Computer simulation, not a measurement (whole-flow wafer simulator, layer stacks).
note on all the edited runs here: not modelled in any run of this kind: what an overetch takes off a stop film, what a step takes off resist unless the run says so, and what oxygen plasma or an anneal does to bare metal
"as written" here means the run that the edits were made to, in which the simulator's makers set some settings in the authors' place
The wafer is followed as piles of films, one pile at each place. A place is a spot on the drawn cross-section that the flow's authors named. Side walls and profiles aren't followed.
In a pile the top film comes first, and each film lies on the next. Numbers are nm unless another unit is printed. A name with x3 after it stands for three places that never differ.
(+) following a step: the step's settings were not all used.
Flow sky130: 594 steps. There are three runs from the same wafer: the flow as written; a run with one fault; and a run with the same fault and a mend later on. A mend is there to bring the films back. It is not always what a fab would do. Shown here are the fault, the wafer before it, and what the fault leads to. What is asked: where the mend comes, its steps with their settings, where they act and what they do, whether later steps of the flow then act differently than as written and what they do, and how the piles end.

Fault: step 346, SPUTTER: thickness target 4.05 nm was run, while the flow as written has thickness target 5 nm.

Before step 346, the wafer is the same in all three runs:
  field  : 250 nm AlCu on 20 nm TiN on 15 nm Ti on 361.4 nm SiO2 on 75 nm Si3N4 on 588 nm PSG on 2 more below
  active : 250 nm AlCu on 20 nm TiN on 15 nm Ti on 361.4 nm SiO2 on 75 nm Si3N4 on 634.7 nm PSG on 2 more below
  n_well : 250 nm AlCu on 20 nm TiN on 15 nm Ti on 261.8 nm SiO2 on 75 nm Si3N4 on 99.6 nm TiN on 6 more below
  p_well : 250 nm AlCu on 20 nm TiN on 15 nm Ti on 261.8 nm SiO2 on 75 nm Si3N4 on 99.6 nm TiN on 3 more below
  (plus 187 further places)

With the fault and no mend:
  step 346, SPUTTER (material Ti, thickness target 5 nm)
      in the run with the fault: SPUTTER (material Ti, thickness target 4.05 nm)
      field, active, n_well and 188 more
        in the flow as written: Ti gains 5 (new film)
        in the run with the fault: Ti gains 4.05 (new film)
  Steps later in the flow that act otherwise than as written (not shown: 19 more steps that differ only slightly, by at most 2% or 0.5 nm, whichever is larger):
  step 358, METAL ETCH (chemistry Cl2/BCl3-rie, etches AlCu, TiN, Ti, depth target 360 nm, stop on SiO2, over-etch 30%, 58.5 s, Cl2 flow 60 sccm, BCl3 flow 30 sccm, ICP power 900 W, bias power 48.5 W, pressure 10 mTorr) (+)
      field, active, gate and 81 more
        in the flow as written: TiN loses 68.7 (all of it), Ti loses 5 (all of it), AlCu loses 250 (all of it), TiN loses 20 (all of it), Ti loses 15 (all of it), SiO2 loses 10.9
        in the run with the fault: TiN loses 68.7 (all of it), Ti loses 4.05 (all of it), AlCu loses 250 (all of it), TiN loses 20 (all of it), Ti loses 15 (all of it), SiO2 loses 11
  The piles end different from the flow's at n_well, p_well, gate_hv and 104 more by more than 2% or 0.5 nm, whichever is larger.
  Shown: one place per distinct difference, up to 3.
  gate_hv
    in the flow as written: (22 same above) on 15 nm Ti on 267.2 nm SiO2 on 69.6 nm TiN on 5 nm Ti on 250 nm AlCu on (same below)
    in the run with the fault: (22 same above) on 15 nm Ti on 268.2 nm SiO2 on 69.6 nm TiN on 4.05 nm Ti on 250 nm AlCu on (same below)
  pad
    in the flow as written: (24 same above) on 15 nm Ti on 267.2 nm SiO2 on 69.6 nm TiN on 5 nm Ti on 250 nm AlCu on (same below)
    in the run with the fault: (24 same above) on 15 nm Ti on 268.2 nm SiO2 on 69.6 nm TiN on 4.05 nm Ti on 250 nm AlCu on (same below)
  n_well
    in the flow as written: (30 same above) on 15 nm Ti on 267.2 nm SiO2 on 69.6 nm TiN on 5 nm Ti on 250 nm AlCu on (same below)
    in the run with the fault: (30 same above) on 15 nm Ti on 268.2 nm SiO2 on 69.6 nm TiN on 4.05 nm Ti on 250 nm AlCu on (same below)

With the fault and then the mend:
  The mend stands after step 346.
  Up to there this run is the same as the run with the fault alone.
  step 346a, SPUTTER (material Ti, thickness target 0.95 nm) (a further turn of the flow's step 346, with different settings)
      field, active, n_well and 188 more
        Ti gains 0.95
  Later steps of the flow that are run all act as written at every place that is followed.
  At every place that both follow, the piles at the end match the flow's.
